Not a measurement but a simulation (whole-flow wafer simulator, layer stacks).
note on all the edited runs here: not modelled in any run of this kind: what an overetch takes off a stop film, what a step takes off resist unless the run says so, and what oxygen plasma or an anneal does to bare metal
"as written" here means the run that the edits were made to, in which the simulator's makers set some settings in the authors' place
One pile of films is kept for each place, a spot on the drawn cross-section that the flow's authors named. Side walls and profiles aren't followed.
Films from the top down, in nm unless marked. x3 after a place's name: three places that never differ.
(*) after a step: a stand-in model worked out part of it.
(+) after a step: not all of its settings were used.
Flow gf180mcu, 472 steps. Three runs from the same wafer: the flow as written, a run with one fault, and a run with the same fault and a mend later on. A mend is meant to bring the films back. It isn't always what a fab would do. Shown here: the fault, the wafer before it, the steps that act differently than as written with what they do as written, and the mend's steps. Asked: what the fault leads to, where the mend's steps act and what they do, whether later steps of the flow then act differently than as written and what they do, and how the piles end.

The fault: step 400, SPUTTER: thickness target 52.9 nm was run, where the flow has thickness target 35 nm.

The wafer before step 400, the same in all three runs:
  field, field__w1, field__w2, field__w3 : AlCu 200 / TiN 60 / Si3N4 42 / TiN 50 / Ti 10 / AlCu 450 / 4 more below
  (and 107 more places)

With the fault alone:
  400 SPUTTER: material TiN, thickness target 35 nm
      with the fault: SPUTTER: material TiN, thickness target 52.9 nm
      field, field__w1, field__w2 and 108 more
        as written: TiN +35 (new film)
        with the fault: TiN +52.9 (new film)
  Later steps of the flow that act differently than as written (6 more steps differ only slightly, by at most 2% or 0.5 nm, whichever is larger, and aren't shown):
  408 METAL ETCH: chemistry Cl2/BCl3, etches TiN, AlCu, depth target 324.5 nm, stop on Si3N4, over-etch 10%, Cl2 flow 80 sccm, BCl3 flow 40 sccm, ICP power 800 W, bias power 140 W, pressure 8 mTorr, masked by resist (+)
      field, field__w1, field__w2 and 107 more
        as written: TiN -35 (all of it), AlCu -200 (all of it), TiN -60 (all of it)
        with the fault: TiN -52.9 (all of it), AlCu -200 (all of it), TiN -60 (all of it)
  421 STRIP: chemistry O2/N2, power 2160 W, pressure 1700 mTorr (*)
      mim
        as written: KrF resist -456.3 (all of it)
        with the fault: KrF resist -442.9 (all of it)
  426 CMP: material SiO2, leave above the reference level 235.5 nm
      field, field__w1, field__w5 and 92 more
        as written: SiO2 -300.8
        with the fault: SiO2 -282.9
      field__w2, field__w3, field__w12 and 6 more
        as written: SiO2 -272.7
        with the fault: SiO2 -254.8
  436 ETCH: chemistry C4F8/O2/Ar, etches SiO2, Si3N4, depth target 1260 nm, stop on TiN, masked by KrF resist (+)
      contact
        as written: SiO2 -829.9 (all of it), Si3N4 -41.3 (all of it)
        with the fault: SiO2 -847.8 (all of it), Si3N4 -41.3 (all of it)
  At the end the piles differ from the flow's by more than 2% or 0.5 nm, whichever is larger, at field__w8, contact, m1, m1__w1, mim, m1_nw.
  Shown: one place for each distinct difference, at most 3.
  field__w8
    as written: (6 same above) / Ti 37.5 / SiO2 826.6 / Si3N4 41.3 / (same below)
    with the fault: (6 same above) / Ti 37.5 / SiO2 844.5 / Si3N4 41.3 / (same below)
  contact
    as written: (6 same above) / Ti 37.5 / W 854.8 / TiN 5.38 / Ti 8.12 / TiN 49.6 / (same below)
    with the fault: (6 same above) / Ti 37.5 / W 872.8 / TiN 5.33 / Ti 8.04 / TiN 49.6 / (same below)
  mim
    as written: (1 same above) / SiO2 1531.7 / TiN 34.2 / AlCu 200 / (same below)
    with the fault: (1 same above) / SiO2 1531.7 / TiN 52.1 / AlCu 200 / (same below)

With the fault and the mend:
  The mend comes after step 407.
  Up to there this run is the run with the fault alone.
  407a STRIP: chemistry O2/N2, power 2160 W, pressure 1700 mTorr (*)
      mim
        resist -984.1 (all of it)
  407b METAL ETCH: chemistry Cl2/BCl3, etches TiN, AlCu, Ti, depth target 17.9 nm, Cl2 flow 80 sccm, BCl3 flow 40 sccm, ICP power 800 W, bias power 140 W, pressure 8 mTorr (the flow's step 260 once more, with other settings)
      field, field__w1, field__w2 and 108 more
        TiN -17.9
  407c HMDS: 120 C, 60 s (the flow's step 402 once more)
      changes no film at any place that is followed
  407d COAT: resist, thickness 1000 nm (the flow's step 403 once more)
      field, field__w1, field__w2 and 108 more
        resist +1000 (new film)
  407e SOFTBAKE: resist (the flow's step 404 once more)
      changes no film at any place that is followed
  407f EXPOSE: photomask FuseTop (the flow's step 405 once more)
      changes no film at any place that is followed
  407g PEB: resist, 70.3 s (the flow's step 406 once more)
      field, field__w1, field__w2 and 108 more
        resist -15.9
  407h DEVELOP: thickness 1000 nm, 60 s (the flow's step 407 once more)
      field, field__w1, field__w2 and 107 more
        resist -984.1 (all of it)
  No later step of the flow acts differently than as written at any place that is followed.
  At the end the piles are the same as the flow's at every place that both follow.
